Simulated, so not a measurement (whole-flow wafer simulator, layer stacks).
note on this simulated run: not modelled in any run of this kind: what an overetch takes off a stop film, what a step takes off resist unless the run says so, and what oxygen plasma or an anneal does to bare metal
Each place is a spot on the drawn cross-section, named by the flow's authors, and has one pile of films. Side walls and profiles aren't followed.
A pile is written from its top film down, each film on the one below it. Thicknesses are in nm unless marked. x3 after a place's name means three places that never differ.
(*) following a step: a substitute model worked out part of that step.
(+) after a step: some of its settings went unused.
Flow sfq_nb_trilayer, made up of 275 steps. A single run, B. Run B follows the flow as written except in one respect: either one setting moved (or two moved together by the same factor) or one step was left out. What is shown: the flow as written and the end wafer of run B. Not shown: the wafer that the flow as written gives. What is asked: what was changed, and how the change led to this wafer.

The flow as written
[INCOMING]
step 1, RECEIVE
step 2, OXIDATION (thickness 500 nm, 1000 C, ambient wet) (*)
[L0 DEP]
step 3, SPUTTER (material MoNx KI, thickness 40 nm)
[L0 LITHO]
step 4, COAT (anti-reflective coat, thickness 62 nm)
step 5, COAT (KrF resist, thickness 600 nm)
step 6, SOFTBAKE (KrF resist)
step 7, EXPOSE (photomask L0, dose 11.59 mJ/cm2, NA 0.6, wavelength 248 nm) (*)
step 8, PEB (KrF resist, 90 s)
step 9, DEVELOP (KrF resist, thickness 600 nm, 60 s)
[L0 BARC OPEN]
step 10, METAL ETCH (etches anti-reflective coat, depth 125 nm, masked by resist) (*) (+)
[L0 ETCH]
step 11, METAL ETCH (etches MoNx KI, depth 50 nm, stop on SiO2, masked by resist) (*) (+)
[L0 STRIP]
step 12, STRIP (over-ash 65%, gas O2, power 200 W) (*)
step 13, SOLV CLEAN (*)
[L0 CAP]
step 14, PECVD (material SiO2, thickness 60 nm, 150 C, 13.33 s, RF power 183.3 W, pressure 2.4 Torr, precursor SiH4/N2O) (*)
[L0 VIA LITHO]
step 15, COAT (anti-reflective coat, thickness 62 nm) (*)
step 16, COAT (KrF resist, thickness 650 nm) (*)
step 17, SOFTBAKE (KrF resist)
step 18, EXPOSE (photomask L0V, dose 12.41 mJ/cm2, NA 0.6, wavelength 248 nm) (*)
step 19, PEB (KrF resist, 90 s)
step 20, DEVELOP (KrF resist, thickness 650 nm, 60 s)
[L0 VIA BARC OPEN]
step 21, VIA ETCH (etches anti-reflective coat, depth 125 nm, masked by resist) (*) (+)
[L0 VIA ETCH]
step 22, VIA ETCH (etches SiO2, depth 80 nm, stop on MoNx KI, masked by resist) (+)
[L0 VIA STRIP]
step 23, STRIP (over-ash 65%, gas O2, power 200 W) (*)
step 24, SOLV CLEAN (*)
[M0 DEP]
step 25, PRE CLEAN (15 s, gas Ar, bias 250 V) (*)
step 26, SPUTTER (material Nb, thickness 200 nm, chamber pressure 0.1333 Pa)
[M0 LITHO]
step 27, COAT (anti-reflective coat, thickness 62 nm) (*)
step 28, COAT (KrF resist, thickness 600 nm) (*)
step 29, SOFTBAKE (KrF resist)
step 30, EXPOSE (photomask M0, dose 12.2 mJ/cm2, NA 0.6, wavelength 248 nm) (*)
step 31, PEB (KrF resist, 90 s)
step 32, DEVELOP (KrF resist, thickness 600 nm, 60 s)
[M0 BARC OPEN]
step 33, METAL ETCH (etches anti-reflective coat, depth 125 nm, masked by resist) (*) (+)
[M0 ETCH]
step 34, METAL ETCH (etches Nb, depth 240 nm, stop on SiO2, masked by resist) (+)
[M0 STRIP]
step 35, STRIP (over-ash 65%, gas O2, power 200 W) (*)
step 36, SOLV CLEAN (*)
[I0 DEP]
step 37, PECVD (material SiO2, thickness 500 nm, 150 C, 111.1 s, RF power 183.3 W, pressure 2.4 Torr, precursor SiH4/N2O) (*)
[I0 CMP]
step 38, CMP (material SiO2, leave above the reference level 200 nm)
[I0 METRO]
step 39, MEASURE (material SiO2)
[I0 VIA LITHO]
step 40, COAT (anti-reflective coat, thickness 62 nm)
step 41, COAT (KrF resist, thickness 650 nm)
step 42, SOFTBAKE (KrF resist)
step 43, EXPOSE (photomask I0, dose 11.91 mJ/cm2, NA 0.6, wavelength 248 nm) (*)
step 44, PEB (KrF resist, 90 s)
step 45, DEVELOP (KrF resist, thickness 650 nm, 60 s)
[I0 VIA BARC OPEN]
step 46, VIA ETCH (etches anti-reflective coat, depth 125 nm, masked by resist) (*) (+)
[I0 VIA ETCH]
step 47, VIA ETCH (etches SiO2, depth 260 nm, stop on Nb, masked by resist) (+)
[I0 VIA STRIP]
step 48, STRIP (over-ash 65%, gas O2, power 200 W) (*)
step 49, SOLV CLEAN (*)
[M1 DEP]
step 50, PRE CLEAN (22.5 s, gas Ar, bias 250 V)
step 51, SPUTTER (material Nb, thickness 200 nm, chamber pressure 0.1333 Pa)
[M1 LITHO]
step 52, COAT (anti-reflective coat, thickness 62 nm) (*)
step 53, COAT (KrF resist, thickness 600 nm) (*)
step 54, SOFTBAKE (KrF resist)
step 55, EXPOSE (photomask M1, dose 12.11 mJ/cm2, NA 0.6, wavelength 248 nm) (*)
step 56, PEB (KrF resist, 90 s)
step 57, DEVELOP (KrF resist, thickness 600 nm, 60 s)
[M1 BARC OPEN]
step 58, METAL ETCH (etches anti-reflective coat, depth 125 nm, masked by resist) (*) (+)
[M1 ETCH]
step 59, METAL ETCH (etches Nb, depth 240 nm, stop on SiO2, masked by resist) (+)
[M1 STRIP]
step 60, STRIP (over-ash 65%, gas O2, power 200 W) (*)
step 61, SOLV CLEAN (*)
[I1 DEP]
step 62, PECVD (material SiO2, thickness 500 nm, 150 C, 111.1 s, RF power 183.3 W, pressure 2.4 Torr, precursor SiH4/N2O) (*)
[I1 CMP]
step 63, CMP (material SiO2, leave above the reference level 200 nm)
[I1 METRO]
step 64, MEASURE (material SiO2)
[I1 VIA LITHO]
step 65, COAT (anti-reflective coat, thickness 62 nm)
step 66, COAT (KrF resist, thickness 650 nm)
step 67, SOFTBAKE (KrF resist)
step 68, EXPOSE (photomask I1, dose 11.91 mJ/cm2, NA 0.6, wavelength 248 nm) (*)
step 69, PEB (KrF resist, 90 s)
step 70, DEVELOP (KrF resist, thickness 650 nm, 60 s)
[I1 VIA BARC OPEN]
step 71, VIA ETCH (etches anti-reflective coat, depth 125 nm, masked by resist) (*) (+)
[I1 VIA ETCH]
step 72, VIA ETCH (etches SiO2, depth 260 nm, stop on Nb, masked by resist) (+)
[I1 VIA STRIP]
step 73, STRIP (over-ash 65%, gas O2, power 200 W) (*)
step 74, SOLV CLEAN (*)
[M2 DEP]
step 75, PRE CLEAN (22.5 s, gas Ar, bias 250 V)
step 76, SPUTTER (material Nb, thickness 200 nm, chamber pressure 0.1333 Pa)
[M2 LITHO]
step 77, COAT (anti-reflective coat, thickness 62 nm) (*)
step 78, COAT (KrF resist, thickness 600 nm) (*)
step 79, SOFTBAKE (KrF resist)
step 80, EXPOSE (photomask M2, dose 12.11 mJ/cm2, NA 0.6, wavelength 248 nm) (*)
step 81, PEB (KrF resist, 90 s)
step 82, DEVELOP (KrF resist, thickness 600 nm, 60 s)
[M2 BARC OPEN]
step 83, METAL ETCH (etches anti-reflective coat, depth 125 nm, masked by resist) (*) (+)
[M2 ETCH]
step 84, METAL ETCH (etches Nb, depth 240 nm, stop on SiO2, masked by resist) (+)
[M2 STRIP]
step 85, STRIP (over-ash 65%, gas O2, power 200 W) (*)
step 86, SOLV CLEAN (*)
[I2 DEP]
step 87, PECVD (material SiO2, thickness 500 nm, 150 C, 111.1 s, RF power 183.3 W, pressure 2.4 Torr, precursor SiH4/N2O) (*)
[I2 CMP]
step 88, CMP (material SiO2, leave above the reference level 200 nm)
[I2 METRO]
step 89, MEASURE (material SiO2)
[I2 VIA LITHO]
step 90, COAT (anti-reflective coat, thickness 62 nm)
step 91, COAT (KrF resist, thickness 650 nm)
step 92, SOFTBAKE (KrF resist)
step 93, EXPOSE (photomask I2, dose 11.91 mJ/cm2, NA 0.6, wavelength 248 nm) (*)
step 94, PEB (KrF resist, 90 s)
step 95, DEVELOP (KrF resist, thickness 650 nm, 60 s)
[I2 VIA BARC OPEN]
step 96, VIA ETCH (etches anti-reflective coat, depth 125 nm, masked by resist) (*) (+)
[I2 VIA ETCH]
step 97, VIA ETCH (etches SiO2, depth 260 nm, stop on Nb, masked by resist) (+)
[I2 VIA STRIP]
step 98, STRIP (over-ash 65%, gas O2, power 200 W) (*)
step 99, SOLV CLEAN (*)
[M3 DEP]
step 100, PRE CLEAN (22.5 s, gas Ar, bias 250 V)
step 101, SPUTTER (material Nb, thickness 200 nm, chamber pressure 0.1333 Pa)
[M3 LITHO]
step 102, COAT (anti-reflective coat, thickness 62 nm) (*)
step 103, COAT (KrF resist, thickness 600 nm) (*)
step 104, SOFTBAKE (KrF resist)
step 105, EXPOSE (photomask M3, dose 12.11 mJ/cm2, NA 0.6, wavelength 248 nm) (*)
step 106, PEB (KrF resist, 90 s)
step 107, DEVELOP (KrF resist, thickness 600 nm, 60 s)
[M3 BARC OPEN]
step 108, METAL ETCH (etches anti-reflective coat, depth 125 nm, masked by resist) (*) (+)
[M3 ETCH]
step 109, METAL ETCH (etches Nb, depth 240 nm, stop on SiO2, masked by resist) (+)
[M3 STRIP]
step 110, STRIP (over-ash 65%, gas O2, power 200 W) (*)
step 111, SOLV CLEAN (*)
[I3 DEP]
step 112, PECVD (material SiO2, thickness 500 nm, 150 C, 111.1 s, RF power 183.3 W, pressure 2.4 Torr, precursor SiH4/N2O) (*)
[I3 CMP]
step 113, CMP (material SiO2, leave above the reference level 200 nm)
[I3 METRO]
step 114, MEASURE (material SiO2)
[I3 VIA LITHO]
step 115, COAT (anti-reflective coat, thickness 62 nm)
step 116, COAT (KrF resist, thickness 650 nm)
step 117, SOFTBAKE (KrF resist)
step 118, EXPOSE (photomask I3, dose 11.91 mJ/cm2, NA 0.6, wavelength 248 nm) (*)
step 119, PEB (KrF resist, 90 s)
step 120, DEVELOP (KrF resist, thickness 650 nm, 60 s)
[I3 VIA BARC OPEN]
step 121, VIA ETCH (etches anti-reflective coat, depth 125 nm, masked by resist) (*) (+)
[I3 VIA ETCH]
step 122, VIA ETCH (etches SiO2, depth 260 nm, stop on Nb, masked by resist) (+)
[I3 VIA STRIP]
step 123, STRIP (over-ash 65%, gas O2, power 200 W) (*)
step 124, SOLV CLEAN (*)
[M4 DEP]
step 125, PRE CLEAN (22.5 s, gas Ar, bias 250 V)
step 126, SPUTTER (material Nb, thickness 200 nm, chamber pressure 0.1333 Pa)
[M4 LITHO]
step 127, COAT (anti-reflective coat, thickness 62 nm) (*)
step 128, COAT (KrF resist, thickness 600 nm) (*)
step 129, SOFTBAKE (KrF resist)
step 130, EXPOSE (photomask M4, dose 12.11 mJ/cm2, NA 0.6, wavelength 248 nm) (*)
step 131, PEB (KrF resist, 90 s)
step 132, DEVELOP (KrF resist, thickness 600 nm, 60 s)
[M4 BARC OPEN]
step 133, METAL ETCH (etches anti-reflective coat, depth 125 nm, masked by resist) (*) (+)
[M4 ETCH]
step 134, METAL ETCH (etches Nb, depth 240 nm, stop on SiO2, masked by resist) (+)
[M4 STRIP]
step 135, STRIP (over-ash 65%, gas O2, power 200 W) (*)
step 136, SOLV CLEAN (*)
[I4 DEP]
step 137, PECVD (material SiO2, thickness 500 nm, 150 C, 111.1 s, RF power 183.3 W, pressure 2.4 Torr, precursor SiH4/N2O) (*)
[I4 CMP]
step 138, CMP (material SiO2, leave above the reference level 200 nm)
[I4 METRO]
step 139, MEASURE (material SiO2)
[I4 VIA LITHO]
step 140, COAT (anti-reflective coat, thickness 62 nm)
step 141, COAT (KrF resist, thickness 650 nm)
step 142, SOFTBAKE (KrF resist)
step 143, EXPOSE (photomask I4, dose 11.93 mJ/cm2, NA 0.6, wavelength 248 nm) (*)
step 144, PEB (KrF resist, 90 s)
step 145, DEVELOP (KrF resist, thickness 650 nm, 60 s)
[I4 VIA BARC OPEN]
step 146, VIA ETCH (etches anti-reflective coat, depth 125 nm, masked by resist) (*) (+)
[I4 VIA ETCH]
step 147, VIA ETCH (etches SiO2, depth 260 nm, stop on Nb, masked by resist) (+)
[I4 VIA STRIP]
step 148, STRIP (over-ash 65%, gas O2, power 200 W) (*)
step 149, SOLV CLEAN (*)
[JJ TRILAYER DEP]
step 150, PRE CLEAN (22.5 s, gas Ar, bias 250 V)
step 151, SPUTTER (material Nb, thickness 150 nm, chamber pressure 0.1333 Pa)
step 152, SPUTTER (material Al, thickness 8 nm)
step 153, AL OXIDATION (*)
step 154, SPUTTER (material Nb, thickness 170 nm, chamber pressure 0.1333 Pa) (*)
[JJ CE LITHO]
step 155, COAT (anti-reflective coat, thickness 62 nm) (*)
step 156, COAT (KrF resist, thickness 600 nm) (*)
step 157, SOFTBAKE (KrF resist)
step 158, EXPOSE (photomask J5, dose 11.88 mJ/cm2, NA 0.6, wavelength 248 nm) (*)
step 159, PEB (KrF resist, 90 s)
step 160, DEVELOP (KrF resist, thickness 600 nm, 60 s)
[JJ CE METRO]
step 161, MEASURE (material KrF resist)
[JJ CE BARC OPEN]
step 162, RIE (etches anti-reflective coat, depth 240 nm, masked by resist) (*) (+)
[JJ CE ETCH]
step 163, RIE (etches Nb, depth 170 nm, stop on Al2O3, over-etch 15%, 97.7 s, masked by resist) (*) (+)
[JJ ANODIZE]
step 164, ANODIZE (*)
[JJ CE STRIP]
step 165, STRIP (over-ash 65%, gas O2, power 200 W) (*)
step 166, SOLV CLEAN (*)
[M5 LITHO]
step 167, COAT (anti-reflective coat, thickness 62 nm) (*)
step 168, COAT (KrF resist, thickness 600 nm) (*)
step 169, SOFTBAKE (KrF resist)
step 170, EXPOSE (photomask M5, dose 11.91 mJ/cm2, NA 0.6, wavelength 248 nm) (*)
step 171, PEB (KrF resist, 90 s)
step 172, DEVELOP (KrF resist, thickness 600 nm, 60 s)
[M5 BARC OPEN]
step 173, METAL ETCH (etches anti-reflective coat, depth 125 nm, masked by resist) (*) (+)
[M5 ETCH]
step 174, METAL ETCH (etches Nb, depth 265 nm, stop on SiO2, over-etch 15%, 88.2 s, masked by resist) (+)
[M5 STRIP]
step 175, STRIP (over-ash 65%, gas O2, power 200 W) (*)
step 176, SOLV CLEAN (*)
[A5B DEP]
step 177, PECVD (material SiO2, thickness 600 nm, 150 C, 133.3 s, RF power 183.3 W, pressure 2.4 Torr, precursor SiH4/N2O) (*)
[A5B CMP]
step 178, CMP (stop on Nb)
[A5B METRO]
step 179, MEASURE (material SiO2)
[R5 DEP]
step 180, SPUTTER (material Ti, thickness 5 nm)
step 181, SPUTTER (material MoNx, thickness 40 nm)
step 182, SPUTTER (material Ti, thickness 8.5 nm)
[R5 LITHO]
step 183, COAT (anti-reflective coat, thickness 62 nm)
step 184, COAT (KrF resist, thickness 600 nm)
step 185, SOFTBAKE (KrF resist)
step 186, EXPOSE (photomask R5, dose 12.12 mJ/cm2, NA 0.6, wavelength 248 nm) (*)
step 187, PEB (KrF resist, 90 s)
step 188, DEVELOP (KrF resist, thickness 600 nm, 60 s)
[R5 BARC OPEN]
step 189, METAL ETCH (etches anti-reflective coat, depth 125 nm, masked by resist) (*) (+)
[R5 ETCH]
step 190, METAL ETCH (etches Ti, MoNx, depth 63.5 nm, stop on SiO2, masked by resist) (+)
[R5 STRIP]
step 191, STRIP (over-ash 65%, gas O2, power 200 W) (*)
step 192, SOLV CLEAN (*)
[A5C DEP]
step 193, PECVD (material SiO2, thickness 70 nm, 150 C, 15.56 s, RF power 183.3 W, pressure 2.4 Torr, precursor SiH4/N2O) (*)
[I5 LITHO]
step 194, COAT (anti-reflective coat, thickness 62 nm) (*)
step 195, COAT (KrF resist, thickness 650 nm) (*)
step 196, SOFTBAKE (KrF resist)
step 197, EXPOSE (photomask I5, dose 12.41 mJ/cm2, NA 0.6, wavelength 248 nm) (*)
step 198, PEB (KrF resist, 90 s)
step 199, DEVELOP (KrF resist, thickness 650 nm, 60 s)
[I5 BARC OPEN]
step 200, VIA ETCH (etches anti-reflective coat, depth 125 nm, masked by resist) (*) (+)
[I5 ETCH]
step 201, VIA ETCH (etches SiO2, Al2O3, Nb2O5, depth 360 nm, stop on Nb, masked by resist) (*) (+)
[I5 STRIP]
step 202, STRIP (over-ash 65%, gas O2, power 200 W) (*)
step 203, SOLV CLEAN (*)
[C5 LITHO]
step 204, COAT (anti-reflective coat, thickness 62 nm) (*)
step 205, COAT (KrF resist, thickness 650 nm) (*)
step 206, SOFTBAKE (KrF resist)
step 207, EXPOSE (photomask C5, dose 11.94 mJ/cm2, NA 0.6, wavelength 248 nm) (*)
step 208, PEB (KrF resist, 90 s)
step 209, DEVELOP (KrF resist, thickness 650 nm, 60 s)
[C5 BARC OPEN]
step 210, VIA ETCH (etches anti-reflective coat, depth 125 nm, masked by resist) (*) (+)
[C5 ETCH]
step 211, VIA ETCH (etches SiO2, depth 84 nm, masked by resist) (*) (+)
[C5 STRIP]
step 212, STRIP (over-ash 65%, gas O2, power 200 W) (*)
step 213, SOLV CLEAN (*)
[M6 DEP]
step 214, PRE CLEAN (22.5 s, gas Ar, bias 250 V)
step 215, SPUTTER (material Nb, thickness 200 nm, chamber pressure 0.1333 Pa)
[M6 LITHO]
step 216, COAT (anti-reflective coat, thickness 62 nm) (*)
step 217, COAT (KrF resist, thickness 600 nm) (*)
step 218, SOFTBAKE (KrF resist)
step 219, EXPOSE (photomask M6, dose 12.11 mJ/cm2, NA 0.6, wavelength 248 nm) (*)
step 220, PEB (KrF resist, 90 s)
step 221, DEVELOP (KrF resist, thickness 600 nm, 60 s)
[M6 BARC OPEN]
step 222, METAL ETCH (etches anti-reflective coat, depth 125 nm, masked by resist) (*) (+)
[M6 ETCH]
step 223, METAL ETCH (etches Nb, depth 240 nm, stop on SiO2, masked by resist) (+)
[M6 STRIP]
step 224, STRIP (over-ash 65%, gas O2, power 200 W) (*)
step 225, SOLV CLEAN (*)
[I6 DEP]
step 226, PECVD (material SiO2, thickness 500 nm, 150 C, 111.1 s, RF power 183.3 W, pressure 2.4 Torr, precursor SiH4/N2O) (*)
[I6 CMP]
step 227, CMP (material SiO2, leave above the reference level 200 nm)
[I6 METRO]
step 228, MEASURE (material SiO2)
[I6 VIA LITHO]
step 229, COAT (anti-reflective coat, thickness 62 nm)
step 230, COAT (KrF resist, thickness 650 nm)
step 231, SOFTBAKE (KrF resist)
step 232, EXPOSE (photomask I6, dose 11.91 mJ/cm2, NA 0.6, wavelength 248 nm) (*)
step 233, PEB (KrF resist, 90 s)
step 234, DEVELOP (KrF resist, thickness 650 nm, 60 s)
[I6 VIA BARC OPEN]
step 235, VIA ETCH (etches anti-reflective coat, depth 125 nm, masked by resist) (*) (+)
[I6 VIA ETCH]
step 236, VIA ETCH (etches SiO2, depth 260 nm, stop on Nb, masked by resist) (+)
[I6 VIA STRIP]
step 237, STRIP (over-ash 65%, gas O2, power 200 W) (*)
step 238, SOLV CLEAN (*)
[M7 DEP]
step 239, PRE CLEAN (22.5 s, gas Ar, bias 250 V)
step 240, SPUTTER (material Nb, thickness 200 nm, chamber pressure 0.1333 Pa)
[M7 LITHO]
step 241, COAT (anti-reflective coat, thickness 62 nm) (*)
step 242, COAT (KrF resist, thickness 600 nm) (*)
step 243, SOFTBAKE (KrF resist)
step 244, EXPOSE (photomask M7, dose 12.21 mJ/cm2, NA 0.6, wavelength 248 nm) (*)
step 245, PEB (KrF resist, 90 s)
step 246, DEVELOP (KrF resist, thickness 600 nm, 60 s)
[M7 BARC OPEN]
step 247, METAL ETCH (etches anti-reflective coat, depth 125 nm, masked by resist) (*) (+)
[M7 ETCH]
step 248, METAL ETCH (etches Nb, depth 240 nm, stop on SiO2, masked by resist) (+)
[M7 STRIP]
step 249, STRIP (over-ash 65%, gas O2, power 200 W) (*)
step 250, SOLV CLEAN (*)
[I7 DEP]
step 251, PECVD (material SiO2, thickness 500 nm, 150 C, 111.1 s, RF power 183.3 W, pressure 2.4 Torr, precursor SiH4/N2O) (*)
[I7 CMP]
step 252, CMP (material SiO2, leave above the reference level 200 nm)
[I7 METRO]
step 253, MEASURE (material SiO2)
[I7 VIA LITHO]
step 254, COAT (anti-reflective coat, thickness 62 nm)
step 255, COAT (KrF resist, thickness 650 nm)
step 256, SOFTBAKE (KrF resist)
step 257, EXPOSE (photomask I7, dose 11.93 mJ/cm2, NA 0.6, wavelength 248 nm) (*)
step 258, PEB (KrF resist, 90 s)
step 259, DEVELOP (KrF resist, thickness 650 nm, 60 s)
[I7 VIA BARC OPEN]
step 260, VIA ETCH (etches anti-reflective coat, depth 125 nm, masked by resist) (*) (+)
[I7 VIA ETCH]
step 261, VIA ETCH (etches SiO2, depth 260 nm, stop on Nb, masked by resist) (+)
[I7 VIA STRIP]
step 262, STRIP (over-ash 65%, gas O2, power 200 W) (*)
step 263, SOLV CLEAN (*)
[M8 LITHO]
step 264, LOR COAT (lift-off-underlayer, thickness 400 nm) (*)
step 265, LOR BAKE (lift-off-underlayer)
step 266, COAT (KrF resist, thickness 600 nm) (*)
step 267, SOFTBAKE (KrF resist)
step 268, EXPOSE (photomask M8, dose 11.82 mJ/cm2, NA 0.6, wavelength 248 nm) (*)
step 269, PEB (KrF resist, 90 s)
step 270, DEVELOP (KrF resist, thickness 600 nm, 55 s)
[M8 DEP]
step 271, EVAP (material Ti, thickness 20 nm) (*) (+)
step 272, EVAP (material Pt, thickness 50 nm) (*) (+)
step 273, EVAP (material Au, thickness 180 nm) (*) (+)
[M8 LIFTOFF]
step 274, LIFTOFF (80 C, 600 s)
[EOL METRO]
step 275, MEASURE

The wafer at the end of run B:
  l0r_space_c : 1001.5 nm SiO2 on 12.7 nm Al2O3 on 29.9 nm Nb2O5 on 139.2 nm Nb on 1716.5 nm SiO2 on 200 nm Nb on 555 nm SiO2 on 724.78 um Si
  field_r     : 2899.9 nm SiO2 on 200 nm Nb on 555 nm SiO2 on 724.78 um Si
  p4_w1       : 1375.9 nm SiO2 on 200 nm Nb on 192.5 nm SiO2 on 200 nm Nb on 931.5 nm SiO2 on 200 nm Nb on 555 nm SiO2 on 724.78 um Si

The reason: step 88, CMP: leave above the reference level 154 nm was run, while the flow as written has leave above the reference level 200 nm.

The path from the change to this, step by step:
  step 88, CMP (material SiO2, leave above the reference level 200 nm)
      field_l, be, be_sur and 81 more: SiO2 loses 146 (as written it would have been: SiO2 loses 100)
      v_sur, via_wl, via_w and 18 more: SiO2 loses 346 (as written it would have been: SiO2 loses 300)
      (as well as at 1 more place)
  step 97, VIA ETCH (etches SiO2, depth 260 nm, stop on Nb, masked by resist) (+)
      field_l, v_sur, via_wl and 102 more: KrF resist loses 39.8 (as written it would have been: KrF resist loses 44.8)
      via_w: SiO2 loses 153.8 (all of it) (as written it would have been: SiO2 loses 199.8 (all of it))
  step 101, SPUTTER (material Nb, thickness 200 nm, chamber pressure 0.1333 Pa)
      via_w: Nb gains 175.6 (as written it would have been: Nb gains 165.5)
  step 102, COAT (anti-reflective coat, thickness 62 nm) (*)
      via_w: anti-reflective coat gains 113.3 (new film) (as written it would have been: anti-reflective coat gains 124.8 (new film))
  step 103, COAT (KrF resist, thickness 600 nm) (*)
      via_w: KrF resist gains 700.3 (new film) (as written it would have been: KrF resist gains 737.9 (new film))
  step 110, STRIP (over-ash 65%, gas O2, power 200 W) (*)
      via_w: KrF resist loses 482.4 (all of it), anti-reflective coat loses 113.3 (all of it) (as written it would have been: KrF resist loses 520 (all of it), anti-reflective coat loses 124.8 (all of it))
  step 112, PECVD (material SiO2, thickness 500 nm, 150 C, 111.1 s, RF power 183.3 W, pressure 2.4 Torr, precursor SiH4/N2O) (*)
      via_w: SiO2 gains 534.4 (new film) (as written it would have been: SiO2 gains 615 (new film))
  step 113, CMP (material SiO2, leave above the reference level 200 nm)
      via_w: SiO2 loses 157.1 (as written it would have been: SiO2 loses 181.6)
